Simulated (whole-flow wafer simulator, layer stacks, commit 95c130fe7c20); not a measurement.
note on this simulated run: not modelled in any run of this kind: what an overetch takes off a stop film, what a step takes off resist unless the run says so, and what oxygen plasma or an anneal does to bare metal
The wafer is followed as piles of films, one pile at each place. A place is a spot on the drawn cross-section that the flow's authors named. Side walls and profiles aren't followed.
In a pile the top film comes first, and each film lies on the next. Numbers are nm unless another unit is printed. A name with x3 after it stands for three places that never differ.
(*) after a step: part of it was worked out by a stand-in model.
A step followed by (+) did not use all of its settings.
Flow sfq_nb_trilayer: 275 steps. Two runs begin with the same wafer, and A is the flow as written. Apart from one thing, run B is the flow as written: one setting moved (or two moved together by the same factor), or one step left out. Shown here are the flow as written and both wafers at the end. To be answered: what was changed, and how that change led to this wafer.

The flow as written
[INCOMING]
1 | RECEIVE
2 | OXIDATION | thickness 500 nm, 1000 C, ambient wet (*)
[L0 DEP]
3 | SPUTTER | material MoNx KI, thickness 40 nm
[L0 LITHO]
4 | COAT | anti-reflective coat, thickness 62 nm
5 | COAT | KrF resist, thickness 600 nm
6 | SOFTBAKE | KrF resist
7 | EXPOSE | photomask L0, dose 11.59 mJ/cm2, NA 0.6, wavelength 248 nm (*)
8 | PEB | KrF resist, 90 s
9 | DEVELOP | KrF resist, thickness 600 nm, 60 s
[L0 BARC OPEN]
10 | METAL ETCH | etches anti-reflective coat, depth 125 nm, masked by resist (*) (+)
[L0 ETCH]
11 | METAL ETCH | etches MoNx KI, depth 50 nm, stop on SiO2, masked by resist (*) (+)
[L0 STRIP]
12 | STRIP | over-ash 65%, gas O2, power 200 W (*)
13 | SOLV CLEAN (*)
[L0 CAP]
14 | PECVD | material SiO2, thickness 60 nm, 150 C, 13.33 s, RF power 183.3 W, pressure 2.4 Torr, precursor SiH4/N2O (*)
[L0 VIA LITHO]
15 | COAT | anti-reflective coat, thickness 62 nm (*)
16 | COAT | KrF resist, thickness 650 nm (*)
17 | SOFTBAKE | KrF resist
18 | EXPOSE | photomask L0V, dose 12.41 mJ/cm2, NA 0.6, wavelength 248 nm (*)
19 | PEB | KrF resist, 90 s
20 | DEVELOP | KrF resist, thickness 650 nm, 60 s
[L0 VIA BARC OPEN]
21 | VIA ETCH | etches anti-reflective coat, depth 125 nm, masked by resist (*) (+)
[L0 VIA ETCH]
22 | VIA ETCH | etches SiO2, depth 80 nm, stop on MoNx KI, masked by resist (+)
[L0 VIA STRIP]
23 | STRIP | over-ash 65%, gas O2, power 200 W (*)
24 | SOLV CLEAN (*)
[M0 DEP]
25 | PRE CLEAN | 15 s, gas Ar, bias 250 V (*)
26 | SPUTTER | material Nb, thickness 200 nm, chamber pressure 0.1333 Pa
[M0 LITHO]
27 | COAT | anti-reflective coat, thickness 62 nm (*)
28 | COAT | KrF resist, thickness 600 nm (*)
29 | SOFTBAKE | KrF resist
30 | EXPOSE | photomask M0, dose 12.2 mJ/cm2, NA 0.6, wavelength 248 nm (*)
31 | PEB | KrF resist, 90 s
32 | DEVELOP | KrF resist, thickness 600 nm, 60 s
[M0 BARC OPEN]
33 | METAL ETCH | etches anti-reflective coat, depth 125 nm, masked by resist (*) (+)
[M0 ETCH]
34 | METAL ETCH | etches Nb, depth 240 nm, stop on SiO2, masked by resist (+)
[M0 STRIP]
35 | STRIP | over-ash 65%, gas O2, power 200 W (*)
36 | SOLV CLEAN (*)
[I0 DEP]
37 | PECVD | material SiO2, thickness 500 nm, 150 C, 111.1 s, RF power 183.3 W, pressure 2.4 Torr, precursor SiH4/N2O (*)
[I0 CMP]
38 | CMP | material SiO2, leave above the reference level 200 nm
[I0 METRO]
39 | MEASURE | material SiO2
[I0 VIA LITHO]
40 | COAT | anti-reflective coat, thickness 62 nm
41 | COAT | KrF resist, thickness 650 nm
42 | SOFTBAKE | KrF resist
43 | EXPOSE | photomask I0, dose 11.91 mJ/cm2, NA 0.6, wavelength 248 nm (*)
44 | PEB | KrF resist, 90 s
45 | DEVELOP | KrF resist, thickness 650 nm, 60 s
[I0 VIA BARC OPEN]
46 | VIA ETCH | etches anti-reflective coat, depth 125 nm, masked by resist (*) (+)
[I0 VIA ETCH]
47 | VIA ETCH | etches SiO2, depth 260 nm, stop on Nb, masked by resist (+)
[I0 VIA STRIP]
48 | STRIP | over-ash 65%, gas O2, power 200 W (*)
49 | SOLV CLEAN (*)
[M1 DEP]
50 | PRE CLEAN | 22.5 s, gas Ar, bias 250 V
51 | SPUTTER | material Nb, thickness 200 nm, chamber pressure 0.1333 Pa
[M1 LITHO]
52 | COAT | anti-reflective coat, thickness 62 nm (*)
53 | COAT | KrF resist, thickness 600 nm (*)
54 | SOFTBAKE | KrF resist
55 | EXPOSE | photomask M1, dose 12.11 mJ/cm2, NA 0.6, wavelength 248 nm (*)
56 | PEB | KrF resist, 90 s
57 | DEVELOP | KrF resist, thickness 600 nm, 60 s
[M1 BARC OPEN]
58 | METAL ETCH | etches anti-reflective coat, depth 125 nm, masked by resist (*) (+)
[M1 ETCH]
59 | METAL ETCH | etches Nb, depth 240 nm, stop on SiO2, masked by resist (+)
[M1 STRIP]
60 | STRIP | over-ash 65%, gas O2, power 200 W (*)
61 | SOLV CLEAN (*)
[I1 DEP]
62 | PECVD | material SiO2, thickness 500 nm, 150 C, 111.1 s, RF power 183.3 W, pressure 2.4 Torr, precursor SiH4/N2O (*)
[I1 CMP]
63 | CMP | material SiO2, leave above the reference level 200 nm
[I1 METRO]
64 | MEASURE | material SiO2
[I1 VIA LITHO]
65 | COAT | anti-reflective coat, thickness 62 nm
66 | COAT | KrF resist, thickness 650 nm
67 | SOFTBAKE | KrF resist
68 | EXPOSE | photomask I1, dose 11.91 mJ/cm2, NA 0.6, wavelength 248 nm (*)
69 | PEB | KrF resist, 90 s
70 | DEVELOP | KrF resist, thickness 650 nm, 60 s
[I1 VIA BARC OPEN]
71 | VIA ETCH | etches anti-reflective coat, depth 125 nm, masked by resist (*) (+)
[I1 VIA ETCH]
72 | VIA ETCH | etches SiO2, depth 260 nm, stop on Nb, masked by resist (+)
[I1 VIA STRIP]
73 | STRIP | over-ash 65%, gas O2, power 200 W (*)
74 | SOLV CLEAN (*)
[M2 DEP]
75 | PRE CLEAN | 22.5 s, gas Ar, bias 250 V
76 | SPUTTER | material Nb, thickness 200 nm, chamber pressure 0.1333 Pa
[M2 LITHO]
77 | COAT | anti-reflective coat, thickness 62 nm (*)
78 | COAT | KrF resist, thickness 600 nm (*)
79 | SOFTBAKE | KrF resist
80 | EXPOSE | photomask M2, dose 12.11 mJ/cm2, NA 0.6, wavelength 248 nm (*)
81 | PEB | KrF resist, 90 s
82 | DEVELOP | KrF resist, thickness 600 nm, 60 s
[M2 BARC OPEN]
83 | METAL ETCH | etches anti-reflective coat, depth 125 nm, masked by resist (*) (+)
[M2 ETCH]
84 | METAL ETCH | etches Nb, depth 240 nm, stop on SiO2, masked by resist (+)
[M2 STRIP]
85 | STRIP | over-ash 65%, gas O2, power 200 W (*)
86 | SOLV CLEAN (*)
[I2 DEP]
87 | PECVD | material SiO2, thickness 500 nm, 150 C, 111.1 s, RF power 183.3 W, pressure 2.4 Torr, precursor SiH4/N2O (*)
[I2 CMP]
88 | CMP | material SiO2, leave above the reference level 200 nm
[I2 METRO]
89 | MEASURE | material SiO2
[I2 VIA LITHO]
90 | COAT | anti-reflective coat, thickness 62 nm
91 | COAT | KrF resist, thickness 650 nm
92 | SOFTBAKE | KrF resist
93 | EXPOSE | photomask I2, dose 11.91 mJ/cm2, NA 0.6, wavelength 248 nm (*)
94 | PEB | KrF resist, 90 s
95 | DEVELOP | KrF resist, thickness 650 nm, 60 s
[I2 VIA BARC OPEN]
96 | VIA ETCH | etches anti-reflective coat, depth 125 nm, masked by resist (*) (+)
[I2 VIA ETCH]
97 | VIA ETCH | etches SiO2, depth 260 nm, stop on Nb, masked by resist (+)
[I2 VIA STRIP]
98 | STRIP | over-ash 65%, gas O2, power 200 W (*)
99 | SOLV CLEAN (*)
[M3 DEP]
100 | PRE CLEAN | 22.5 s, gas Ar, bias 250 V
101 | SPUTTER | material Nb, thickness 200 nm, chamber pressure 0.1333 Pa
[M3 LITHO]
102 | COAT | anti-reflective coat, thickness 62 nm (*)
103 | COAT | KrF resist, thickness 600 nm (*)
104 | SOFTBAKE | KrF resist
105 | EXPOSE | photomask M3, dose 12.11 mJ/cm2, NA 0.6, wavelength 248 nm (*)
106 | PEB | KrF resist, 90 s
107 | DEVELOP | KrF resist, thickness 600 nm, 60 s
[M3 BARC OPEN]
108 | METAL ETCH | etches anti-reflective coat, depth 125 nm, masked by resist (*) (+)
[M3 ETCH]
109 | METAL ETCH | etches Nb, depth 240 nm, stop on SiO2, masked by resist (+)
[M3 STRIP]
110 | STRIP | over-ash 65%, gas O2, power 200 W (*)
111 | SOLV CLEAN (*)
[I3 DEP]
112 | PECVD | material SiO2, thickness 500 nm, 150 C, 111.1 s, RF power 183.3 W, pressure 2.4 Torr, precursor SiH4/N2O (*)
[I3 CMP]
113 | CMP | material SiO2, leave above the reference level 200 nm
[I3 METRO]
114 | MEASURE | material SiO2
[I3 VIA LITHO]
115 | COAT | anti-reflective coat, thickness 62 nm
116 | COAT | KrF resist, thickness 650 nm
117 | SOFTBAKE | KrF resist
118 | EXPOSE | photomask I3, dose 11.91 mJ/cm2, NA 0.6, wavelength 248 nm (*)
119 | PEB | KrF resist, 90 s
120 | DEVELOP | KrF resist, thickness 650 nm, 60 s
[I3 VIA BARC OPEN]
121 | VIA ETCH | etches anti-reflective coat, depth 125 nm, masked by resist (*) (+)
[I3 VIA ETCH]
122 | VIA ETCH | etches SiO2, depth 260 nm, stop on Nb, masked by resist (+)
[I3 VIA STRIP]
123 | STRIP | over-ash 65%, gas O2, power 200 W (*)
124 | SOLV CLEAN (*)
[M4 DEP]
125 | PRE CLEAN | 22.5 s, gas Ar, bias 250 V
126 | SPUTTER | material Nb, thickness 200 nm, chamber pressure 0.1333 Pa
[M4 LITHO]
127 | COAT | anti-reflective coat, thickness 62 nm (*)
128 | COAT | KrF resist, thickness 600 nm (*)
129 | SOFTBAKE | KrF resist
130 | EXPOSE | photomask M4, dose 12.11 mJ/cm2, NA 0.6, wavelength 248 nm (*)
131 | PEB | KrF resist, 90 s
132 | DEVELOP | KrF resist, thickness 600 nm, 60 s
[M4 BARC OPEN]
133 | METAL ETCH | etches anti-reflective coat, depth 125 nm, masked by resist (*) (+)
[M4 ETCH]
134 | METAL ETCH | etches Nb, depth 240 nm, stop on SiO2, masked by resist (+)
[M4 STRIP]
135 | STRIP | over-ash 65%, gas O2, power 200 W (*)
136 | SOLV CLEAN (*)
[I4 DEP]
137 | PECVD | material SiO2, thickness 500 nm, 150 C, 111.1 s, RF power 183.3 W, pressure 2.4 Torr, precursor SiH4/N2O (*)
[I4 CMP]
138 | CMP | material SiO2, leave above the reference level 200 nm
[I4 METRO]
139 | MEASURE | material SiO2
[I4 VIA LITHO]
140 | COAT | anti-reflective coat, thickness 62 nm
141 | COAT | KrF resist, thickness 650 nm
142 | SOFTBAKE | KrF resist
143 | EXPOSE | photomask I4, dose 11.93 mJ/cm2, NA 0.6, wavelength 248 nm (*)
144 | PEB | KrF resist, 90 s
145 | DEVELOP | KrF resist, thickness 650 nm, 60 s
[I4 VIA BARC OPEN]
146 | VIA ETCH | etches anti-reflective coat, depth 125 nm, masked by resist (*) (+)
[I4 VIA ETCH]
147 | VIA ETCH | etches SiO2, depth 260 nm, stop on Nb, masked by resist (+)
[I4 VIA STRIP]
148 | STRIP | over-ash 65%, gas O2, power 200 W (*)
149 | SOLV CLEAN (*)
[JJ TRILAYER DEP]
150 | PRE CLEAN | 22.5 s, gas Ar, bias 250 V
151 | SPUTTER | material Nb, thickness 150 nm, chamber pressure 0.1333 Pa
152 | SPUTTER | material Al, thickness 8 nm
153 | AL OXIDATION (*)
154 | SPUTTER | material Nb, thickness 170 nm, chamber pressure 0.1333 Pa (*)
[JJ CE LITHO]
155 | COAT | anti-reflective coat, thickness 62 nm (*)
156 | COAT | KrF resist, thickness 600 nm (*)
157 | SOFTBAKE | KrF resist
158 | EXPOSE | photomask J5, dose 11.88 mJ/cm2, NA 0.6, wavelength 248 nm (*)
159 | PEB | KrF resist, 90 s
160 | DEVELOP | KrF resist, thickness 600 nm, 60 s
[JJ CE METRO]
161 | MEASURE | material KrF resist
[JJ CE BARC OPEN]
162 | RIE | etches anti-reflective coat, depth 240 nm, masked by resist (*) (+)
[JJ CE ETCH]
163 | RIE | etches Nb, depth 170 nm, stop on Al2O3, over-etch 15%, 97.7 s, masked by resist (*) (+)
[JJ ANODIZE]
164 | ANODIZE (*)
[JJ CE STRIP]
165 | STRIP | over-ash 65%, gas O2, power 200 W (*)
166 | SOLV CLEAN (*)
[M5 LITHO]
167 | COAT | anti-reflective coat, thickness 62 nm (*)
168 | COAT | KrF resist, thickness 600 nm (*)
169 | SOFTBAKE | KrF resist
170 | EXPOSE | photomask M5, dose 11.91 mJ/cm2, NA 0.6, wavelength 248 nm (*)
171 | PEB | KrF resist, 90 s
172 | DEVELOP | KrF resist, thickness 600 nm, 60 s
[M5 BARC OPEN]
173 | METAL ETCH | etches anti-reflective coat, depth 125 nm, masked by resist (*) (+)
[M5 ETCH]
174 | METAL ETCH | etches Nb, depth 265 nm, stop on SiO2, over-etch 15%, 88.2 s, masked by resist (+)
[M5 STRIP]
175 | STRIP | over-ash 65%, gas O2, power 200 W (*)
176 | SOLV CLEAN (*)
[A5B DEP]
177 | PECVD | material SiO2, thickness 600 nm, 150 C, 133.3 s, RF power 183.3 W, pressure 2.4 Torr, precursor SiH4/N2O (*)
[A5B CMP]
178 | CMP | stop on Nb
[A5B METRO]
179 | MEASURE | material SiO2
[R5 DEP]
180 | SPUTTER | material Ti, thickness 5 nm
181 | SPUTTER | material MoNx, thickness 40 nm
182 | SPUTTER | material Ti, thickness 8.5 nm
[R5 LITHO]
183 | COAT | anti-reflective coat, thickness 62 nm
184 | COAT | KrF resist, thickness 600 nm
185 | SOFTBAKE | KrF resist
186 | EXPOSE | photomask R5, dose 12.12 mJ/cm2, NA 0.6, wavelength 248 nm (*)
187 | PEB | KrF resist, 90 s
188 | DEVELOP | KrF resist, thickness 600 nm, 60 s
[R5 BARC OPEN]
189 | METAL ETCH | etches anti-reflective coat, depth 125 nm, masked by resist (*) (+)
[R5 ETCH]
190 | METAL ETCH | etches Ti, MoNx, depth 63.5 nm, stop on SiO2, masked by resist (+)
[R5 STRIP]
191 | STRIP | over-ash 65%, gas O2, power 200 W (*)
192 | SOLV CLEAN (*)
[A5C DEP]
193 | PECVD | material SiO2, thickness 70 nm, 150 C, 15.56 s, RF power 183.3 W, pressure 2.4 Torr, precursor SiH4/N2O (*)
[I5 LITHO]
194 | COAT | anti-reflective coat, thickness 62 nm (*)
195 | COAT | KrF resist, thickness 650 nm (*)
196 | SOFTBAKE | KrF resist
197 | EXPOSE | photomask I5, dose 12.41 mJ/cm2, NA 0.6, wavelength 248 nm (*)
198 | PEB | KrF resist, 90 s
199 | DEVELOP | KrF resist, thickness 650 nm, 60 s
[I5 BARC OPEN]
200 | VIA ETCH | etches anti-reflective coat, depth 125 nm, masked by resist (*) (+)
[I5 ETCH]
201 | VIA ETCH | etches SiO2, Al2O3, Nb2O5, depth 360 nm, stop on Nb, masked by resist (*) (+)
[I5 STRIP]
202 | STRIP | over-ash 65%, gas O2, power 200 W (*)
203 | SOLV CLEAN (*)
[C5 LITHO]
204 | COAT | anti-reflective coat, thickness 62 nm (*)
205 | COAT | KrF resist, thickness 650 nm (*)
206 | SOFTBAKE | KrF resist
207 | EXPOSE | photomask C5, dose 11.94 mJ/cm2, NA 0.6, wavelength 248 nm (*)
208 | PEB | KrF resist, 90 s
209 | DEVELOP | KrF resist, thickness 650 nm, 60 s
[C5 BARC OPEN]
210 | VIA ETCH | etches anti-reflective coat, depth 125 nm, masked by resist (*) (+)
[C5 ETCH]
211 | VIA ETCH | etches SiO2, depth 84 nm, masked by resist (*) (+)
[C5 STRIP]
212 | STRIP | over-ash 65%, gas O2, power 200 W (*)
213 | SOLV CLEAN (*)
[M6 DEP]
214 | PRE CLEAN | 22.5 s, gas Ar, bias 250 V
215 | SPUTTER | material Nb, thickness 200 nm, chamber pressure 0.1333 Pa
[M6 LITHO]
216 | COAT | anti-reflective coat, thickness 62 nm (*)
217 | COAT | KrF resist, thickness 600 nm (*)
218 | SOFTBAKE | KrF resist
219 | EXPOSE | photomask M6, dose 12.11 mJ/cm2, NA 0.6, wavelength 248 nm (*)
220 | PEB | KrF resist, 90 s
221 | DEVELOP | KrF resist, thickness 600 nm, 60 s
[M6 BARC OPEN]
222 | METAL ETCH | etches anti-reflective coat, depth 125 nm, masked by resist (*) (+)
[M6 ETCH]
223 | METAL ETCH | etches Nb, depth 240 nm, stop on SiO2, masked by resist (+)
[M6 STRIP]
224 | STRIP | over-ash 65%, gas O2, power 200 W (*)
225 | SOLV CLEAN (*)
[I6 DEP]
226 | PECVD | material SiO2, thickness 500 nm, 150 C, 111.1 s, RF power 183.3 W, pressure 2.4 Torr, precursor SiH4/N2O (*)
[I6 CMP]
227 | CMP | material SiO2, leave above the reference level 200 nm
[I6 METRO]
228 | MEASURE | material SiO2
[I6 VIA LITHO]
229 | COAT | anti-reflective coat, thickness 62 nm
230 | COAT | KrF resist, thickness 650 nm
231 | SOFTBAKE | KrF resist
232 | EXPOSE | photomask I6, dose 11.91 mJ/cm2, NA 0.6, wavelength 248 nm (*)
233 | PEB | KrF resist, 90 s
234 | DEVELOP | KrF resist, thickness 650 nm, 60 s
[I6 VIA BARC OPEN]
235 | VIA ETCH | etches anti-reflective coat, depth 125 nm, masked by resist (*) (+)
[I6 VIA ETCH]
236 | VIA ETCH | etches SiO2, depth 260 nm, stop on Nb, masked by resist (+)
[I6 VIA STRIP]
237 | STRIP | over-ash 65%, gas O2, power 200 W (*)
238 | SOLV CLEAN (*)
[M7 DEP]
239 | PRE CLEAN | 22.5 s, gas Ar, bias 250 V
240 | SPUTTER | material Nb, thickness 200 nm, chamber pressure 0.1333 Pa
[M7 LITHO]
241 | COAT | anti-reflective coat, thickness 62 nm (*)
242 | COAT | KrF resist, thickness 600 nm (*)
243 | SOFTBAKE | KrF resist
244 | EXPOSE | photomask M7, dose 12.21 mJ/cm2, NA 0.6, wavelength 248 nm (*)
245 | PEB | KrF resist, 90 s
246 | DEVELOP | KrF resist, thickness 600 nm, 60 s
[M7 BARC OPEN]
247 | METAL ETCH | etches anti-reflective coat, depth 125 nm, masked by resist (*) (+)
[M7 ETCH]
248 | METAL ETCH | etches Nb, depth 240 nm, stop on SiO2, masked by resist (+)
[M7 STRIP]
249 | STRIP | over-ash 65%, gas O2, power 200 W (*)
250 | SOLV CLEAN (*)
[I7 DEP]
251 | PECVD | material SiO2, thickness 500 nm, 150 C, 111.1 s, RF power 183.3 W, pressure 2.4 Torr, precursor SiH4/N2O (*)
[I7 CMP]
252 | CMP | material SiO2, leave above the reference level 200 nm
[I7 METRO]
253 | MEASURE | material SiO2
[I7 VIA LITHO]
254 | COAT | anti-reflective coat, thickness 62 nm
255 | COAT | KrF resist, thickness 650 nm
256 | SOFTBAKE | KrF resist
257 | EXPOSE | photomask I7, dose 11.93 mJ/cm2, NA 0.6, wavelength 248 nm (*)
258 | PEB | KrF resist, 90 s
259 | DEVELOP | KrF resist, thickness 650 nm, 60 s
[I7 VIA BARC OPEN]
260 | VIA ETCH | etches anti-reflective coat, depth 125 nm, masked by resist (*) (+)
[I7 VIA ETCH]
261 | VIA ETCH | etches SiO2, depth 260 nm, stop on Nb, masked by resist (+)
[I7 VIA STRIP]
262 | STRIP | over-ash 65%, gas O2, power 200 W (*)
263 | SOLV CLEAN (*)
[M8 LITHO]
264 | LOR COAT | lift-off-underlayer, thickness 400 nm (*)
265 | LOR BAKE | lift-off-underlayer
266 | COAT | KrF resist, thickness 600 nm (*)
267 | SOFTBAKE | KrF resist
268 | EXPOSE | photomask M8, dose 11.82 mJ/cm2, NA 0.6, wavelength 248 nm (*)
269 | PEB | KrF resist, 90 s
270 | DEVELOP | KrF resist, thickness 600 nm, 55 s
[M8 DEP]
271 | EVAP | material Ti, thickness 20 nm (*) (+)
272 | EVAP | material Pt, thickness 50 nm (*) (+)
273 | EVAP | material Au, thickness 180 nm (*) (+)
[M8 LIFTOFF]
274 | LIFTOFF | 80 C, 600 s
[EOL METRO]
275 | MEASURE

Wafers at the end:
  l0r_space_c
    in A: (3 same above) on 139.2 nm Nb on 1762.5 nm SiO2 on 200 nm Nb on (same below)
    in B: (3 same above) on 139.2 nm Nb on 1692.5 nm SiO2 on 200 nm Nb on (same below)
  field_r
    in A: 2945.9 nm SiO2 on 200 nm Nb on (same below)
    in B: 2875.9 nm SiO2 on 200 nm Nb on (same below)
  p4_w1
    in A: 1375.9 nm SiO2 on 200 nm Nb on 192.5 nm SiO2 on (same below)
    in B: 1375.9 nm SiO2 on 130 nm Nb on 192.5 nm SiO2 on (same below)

What caused this: step 126, SPUTTER: thickness 130 nm was run, though the flow has thickness 200 nm.
The wafer itself shows it: p4_w1 has Nb 130, and step 126 as written asks for 200 nm.

The path from the change to this, step by step:
  126 | SPUTTER | material Nb, thickness 200 nm, chamber pressure 0.1333 Pa
      field_l, v_sur, via_wl and 102 more: A +200 Nb (new film) | B +130 Nb (new film)
      via_v: A +165.5 Nb | B +107.3 Nb
  127 | COAT | anti-reflective coat, thickness 62 nm (*)
      via_v: A +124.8 anti-reflective coat (new film) | B +121.2 anti-reflective coat (new film)
  134 | METAL ETCH | etches Nb, depth 240 nm, stop on SiO2, masked by resist (+)
      field_l, be, be_sur and 64 more: A -200 Nb (all of it) | B -130 Nb (all of it)
      v_sur, via_wl, via_w and 36 more: A -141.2 KrF resist | B -114.7 KrF resist
  135 | STRIP | over-ash 65%, gas O2, power 200 W (*)
      p4_fl, p4_fm, p4_w1 and 26 more: A -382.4 KrF resist (all of it), -62 anti-reflective coat (all of it) | B -408.9 KrF resist (all of it), -62 anti-reflective coat (all of it)
      ln_m5, lsp_m, ln_m6: A -381.9 KrF resist (all of it), -61.8 anti-reflective coat (all of it) | B -408.4 KrF resist (all of it), -61.8 anti-reflective coat (all of it)
      (and at 7 other places as well)
  137 | PECVD | material SiO2, thickness 500 nm, 150 C, 111.1 s, RF power 183.3 W, pressure 2.4 Torr, precursor SiH4/N2O (*)
      p3_s0, p3_s1, p3_s2, p3_s3, p3_s4, p3_s5: A +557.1 SiO2 | B +500 SiO2
      via_v: A +615 SiO2 (new film) | B +595.7 SiO2 (new film)
  138 | CMP | material SiO2, leave above the reference level 200 nm
      field_l, be, be_sur and 55 more: A -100 SiO2 | B -170 SiO2
      p3_s0, p3_s1, p3_s2, p3_s3, p3_s4, p3_s5: A -157.1 SiO2 | B -170 SiO2
      (and at 4 other places as well)
